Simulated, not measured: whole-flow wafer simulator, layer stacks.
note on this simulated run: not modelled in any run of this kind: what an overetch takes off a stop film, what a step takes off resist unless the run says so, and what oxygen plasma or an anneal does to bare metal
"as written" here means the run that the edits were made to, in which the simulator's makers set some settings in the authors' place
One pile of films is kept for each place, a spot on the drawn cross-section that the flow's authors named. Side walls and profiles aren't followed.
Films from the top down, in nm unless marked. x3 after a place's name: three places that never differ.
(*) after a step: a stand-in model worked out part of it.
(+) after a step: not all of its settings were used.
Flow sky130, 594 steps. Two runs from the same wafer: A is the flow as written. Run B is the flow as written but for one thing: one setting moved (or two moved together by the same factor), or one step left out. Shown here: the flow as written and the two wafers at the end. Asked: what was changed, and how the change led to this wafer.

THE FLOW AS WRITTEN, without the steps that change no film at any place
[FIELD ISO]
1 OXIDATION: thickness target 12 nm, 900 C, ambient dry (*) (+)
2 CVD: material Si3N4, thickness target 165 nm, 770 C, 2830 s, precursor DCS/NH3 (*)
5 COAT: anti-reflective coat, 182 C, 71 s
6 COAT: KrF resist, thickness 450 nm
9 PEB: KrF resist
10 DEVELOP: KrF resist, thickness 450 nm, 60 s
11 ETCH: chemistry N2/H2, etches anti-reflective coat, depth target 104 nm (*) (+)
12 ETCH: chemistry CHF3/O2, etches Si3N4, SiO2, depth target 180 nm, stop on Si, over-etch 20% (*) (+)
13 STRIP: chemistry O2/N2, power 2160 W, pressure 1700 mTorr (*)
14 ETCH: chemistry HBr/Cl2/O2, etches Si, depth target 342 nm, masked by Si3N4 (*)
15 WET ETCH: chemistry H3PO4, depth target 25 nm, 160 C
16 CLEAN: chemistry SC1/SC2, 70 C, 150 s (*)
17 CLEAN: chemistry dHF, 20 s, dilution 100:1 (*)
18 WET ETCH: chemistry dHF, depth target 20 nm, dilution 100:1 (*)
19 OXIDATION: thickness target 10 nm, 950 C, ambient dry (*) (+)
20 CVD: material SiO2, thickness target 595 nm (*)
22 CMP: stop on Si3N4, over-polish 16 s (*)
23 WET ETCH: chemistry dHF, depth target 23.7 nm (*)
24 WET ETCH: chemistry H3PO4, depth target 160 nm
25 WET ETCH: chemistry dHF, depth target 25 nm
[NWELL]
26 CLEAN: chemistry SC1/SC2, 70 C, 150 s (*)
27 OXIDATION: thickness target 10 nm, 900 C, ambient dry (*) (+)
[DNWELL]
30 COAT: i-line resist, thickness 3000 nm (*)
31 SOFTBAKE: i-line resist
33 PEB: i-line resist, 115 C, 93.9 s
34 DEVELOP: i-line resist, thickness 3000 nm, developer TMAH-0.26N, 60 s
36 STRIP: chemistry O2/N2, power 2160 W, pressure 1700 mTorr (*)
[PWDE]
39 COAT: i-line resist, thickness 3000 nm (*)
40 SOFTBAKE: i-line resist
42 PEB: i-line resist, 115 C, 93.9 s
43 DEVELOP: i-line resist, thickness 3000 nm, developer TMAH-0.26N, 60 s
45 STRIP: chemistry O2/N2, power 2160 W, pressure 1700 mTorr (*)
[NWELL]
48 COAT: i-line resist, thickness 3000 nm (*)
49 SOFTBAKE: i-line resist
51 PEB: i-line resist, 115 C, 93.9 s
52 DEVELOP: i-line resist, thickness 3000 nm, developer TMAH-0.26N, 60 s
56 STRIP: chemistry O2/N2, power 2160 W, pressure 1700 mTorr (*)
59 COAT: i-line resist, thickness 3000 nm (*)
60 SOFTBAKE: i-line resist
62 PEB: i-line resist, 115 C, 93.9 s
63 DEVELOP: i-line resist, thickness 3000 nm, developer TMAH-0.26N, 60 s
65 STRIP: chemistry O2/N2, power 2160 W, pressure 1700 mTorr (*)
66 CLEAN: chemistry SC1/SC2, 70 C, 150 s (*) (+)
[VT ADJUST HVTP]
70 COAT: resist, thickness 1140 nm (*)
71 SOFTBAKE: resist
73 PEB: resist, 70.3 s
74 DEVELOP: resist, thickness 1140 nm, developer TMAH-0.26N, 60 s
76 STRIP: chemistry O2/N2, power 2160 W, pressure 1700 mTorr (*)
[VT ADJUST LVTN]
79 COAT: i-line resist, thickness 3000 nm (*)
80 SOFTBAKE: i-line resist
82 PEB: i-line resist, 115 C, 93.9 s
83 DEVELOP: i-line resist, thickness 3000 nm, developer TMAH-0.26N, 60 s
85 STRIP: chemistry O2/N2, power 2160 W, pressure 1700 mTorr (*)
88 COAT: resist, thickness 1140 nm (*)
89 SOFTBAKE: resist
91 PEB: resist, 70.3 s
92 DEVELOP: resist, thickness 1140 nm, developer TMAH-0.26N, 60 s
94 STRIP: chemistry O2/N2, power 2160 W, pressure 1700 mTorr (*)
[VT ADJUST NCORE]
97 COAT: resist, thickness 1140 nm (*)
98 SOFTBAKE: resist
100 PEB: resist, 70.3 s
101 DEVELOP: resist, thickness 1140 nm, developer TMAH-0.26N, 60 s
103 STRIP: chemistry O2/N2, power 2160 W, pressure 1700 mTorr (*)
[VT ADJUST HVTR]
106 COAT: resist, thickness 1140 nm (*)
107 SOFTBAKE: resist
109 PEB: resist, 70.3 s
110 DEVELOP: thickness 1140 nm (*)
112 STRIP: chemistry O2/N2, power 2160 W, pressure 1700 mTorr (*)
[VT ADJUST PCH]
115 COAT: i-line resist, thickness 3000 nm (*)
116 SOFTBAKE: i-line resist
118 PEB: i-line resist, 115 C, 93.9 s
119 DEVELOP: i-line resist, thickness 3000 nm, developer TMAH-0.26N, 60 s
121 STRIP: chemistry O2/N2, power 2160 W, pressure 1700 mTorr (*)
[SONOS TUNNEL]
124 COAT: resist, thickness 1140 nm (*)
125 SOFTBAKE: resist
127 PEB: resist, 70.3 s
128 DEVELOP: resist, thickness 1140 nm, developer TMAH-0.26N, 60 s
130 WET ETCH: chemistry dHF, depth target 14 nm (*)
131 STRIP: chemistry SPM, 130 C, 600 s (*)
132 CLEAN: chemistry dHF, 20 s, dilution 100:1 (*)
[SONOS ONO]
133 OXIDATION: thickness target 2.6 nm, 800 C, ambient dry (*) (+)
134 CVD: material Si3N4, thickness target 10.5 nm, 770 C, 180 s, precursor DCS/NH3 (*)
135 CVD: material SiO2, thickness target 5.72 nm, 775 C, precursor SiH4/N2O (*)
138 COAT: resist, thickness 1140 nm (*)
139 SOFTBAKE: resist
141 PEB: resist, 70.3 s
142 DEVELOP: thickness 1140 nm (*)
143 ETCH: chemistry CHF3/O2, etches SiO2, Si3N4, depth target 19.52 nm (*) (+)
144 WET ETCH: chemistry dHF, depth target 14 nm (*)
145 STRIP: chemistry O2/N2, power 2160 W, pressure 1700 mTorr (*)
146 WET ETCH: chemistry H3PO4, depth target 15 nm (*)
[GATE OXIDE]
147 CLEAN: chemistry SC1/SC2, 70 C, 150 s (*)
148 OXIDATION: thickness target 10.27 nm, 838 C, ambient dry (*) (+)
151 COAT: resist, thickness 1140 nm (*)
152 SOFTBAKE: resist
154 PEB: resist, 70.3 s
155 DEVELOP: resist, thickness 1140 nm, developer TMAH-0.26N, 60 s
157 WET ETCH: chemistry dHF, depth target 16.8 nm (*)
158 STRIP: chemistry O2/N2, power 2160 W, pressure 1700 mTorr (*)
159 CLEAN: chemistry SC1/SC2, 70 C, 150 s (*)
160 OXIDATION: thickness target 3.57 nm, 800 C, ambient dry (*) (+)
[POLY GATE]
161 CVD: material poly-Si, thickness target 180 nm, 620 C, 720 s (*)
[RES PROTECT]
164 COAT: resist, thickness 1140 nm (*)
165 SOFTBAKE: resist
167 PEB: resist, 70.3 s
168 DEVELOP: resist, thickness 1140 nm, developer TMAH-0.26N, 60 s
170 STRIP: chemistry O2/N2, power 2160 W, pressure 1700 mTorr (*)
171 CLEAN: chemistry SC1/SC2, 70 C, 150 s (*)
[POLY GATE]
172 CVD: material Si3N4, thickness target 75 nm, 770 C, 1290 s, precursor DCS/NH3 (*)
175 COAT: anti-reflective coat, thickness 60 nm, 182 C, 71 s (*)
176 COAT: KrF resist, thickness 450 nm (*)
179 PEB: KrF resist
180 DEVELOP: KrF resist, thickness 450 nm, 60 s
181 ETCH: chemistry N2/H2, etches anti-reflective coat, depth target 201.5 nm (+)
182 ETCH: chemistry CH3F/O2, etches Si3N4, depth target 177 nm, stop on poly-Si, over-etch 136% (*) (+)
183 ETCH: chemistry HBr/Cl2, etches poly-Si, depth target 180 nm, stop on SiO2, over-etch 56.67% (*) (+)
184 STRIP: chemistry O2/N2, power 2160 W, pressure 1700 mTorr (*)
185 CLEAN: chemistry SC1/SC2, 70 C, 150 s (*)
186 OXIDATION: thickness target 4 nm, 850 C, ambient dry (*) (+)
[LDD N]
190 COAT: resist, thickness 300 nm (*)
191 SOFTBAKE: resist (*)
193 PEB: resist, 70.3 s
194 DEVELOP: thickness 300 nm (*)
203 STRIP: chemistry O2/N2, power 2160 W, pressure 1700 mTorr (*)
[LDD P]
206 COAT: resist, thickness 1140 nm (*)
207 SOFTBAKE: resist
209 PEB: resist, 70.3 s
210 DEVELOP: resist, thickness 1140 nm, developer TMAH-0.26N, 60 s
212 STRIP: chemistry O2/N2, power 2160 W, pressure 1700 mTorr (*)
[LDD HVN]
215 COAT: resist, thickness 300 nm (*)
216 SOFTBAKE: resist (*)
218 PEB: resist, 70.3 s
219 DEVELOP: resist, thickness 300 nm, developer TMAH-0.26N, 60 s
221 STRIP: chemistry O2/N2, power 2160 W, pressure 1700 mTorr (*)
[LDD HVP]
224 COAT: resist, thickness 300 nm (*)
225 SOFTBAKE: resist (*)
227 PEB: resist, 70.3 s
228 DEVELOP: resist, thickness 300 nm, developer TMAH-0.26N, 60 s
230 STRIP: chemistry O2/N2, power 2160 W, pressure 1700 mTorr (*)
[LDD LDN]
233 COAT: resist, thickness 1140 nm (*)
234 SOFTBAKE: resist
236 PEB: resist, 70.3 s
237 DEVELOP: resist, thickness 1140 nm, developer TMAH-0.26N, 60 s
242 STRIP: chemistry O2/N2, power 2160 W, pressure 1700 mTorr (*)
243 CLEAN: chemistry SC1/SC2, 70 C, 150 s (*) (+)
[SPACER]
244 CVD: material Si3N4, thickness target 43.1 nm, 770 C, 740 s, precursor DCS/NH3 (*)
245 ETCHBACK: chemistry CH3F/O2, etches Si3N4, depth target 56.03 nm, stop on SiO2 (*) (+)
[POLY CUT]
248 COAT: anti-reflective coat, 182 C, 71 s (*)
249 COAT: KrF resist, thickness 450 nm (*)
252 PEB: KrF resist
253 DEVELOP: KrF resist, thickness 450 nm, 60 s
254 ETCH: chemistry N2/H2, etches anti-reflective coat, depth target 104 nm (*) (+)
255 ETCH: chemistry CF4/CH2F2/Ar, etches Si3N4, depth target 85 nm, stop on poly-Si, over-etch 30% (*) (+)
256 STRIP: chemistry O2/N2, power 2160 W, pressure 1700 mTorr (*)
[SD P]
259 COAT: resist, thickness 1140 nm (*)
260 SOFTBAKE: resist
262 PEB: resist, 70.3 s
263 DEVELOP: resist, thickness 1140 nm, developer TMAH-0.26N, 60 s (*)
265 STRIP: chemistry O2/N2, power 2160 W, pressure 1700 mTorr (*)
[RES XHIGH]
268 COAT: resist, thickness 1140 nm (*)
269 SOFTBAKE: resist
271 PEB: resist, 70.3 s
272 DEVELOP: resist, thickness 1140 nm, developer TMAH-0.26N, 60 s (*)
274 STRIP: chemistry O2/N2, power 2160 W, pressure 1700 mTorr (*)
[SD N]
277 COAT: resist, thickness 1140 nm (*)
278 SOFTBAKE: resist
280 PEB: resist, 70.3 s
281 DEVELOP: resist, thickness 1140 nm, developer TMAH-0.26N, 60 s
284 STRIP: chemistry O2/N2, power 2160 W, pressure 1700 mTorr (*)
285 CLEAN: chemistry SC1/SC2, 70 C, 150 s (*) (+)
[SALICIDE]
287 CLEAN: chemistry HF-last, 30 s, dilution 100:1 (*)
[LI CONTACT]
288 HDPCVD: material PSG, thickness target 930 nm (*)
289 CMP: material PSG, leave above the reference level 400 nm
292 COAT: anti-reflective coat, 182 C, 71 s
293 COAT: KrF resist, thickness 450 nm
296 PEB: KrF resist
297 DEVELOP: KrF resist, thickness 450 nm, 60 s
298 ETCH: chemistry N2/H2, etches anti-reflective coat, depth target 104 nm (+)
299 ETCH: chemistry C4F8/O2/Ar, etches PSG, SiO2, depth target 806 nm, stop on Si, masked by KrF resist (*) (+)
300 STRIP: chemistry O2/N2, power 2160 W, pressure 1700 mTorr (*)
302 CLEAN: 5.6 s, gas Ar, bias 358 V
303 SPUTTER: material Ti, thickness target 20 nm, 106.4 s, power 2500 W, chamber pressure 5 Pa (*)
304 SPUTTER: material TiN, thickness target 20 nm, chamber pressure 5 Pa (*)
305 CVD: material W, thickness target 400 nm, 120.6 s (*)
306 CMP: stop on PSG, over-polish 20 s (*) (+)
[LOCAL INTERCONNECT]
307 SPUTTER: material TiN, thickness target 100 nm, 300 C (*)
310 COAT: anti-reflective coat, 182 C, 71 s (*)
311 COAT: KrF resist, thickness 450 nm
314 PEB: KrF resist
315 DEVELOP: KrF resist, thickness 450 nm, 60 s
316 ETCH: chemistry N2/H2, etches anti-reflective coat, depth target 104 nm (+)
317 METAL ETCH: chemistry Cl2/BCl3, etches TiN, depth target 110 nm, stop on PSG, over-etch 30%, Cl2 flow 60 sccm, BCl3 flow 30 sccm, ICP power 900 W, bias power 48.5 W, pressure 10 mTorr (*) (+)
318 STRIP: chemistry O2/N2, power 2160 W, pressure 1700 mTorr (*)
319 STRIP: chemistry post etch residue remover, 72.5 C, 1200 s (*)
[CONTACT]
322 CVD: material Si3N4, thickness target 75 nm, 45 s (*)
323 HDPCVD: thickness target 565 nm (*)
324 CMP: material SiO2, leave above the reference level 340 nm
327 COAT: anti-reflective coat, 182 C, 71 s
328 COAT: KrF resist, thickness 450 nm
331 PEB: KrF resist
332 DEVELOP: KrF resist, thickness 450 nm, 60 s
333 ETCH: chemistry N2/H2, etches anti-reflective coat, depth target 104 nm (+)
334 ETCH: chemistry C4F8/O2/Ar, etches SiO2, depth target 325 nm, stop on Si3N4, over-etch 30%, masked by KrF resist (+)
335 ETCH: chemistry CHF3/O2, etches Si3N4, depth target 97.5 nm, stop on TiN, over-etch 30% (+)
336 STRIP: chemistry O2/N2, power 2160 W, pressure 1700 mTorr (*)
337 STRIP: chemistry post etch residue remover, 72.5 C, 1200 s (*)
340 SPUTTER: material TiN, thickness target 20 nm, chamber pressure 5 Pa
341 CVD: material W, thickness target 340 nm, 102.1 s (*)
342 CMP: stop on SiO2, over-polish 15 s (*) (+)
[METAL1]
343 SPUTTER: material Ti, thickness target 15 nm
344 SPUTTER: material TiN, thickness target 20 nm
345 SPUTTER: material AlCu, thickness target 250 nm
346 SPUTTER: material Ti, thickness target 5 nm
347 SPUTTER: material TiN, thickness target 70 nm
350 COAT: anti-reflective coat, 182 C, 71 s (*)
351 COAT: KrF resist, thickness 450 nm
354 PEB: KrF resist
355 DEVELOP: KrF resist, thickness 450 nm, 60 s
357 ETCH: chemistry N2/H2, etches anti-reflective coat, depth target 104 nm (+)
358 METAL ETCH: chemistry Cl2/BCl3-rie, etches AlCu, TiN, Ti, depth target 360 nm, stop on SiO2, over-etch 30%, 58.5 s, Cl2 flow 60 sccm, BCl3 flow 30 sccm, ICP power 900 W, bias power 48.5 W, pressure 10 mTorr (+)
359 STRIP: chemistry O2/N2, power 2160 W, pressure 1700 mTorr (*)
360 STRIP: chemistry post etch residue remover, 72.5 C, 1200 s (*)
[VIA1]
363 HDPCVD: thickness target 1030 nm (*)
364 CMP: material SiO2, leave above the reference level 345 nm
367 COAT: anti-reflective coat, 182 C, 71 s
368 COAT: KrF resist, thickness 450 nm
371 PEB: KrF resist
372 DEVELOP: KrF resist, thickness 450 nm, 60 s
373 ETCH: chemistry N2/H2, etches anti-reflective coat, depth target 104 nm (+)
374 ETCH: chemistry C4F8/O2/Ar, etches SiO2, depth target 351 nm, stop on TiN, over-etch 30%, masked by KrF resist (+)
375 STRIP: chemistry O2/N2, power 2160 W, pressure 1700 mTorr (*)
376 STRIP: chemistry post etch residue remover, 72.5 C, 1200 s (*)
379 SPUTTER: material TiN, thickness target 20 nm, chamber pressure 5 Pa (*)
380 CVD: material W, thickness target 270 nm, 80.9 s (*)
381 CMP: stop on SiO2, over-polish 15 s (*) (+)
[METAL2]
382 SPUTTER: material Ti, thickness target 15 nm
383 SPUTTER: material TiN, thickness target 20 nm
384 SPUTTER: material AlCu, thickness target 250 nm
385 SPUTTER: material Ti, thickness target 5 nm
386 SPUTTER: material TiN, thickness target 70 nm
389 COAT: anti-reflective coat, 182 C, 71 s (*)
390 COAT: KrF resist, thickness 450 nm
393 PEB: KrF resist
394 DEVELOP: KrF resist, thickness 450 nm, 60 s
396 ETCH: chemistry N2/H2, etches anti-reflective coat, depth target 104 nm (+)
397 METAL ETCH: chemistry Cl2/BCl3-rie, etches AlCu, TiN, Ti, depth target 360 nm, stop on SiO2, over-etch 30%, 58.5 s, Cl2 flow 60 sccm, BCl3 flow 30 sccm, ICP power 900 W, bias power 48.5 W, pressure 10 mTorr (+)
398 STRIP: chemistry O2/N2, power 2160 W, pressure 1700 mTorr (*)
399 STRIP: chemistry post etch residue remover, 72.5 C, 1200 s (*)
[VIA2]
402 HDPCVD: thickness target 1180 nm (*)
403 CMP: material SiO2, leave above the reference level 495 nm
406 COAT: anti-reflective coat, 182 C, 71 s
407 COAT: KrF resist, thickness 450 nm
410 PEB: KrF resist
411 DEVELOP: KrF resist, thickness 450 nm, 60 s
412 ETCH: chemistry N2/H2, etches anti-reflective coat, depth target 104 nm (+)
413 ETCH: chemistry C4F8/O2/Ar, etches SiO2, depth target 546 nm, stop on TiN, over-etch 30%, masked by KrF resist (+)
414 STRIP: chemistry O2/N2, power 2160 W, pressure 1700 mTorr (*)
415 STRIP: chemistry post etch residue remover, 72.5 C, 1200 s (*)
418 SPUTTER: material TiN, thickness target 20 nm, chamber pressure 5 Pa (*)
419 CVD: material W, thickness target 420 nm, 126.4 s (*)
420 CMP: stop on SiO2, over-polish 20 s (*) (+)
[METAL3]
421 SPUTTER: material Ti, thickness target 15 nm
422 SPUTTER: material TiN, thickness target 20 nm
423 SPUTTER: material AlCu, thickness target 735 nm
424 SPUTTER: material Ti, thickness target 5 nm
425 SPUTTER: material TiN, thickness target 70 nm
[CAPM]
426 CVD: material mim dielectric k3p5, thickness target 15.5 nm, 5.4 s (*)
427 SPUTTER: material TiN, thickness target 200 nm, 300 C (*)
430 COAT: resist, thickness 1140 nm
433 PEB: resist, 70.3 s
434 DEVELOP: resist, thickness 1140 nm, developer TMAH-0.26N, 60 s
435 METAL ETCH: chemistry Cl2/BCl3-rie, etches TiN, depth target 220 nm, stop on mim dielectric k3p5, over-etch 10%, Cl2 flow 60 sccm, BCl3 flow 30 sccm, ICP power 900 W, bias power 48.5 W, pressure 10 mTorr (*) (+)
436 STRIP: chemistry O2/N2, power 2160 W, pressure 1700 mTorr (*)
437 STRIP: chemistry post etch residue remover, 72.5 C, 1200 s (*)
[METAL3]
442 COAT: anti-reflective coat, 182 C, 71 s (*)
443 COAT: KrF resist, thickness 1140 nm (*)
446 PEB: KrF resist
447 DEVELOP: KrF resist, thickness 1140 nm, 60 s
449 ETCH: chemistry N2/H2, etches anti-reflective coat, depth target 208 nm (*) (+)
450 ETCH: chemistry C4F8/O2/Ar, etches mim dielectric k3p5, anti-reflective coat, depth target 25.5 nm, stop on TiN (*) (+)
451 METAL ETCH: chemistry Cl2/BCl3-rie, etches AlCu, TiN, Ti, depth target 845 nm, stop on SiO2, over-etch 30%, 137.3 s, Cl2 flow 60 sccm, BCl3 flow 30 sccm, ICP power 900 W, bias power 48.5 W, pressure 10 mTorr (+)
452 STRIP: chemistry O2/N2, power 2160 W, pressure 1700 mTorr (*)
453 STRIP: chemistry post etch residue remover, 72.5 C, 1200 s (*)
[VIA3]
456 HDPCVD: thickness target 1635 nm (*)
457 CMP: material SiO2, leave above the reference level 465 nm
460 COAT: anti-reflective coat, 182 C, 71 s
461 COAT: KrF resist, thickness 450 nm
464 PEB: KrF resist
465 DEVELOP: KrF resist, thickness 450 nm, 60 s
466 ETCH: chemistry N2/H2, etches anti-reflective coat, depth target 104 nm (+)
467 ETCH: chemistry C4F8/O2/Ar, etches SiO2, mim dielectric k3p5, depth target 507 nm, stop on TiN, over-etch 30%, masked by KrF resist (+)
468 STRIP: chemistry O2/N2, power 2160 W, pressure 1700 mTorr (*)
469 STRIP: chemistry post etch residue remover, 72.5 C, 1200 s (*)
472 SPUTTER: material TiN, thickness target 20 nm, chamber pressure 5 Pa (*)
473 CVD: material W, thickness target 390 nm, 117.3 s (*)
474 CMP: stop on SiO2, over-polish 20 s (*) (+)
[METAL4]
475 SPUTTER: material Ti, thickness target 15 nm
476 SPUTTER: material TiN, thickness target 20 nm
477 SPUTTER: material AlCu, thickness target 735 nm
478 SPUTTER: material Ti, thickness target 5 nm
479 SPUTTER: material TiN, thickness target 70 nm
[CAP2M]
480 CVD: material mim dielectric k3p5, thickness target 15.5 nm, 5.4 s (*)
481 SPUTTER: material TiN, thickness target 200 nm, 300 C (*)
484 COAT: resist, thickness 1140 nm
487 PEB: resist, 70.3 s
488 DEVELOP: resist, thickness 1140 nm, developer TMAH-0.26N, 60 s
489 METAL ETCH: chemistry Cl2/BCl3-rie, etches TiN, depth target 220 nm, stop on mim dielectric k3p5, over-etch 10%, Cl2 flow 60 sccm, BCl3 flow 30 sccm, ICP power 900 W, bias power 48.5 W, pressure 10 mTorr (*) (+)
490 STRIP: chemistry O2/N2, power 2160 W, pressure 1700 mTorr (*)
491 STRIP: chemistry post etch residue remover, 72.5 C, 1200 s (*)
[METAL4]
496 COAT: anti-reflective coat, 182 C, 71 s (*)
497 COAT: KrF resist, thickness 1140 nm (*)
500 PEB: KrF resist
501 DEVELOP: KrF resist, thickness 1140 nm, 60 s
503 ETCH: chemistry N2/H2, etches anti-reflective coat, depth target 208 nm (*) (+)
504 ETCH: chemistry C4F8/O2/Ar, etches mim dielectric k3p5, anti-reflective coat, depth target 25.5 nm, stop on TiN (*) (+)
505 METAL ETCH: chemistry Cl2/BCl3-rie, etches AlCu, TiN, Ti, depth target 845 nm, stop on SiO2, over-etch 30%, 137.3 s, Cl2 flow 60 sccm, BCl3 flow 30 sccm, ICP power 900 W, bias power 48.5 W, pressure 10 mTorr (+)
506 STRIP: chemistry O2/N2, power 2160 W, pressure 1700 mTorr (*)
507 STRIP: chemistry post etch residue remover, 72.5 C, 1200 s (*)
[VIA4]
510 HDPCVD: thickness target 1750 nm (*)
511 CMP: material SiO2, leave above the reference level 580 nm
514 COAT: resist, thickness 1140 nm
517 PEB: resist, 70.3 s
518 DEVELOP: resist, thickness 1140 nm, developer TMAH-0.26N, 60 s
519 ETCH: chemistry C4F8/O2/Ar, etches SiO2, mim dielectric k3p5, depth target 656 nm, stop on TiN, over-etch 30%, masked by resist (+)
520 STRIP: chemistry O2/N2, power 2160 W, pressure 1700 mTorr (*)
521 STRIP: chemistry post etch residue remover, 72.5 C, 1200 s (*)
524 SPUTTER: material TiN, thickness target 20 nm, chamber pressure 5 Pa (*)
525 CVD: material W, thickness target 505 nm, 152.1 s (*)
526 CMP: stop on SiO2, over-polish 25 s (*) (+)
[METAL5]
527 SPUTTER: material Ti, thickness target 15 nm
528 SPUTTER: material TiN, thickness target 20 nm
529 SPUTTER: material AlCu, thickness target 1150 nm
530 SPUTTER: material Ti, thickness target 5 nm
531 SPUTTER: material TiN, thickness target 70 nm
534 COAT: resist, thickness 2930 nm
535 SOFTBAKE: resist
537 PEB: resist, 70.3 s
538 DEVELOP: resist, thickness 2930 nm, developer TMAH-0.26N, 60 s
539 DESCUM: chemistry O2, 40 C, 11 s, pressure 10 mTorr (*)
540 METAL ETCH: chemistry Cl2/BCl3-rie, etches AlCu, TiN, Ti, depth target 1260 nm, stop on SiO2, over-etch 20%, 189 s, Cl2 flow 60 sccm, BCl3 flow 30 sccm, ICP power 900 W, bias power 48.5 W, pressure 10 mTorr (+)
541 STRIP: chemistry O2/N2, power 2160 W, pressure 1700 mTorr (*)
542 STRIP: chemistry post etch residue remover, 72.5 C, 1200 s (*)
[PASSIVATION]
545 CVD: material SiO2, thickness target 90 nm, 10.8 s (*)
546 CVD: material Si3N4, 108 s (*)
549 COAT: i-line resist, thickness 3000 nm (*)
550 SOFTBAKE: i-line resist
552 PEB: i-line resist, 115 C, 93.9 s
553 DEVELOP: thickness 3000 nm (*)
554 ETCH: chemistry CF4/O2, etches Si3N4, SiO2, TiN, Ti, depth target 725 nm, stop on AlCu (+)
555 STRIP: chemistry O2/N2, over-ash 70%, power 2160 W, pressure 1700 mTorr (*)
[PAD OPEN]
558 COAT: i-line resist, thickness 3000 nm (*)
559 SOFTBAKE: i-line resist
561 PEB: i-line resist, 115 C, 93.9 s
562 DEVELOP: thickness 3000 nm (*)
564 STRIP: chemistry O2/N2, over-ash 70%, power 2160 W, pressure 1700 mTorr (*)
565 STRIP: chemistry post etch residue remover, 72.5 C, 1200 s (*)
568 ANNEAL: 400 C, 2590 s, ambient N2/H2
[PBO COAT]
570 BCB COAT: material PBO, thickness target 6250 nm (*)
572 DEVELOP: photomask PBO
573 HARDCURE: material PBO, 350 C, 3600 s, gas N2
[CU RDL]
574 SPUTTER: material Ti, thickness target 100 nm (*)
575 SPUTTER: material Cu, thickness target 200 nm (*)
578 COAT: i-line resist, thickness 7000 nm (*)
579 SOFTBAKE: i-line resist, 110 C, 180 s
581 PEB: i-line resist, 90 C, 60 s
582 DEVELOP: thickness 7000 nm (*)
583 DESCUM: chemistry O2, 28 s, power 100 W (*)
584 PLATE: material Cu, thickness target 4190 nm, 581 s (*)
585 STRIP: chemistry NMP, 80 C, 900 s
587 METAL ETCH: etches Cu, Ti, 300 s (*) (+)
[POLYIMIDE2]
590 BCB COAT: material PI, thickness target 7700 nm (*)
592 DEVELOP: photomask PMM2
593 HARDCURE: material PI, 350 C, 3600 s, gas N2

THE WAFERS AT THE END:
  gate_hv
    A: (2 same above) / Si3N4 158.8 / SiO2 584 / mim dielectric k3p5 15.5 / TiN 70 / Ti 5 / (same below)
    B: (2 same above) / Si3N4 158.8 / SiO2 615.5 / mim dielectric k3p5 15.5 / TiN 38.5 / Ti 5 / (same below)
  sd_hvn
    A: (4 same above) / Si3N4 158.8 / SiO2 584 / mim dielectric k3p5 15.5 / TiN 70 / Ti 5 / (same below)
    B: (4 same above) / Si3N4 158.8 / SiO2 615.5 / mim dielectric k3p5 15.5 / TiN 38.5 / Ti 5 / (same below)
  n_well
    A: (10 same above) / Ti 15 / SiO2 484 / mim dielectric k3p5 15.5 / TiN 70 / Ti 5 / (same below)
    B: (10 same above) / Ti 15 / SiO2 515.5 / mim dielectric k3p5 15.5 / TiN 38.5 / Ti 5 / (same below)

The cause: step 479, SPUTTER: thickness target 38.5 nm was run, where the flow has thickness target 70 nm.
It can be read off the wafer: gate_hv has TiN 38.5, and step 479 as written asks for 70 nm.

How the change led to this, step by step:
  479 SPUTTER: material TiN, thickness target 70 nm
      field, active, n_well and 189 more: A TiN +70 (new film) | B TiN +38.5 (new film)
  505 METAL ETCH: chemistry Cl2/BCl3-rie, etches AlCu, TiN, Ti, depth target 845 nm, stop on SiO2, over-etch 30%, 137.3 s, Cl2 flow 60 sccm, BCl3 flow 30 sccm, ICP power 900 W, bias power 48.5 W, pressure 10 mTorr (+)
      field, gate, spacer and 68 more: A TiN -70 (all of it), Ti -5 (all of it), AlCu -735 (all of it), TiN -20 (all of it), Ti -15 (all of it), SiO2 -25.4 | B TiN -38.5 (all of it), Ti -5 (all of it), AlCu -735 (all of it), TiN -20 (all of it), Ti -15 (all of it), SiO2 -28.5
      active, vpp_iso1, mim_edge_plate and 14 more: A TiN -70 (all of it), Ti -5 (all of it), AlCu -735 (all of it), TiN -20 (all of it), Ti -15 (all of it), SiO2 -25.3 | B TiN -38.5 (all of it), Ti -5 (all of it), AlCu -735 (all of it), TiN -20 (all of it), Ti -15 (all of it), SiO2 -28.5
  511 CMP: material SiO2, leave above the reference level 580 nm
      n_well, p_well, gate_hv and 99 more: A SiO2 -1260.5 | B SiO2 -1229
      m1, via3_hole: A SiO2 -1259.9 | B SiO2 -1228.4
      (and at 1 more place)
  519 ETCH: chemistry C4F8/O2/Ar, etches SiO2, mim dielectric k3p5, depth target 656 nm, stop on TiN, over-etch 30%, masked by resist (+)
      m1: A SiO2 -490.1 (all of it), mim dielectric k3p5 -15.5 (all of it) | B SiO2 -521.6 (all of it), mim dielectric k3p5 -15.5 (all of it)
      via4_hole: A SiO2 -489.5 (all of it), mim dielectric k3p5 -15.5 (all of it) | B SiO2 -521 (all of it), mim dielectric k3p5 -15.5 (all of it)
  525 CVD: material W, thickness target 505 nm, 152.1 s (*)
      m1: A W +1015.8 (new film) | B W +1047.5 (new film)
      via4_hole: A W +1015.2 (new film) | B W +1046.9 (new film)
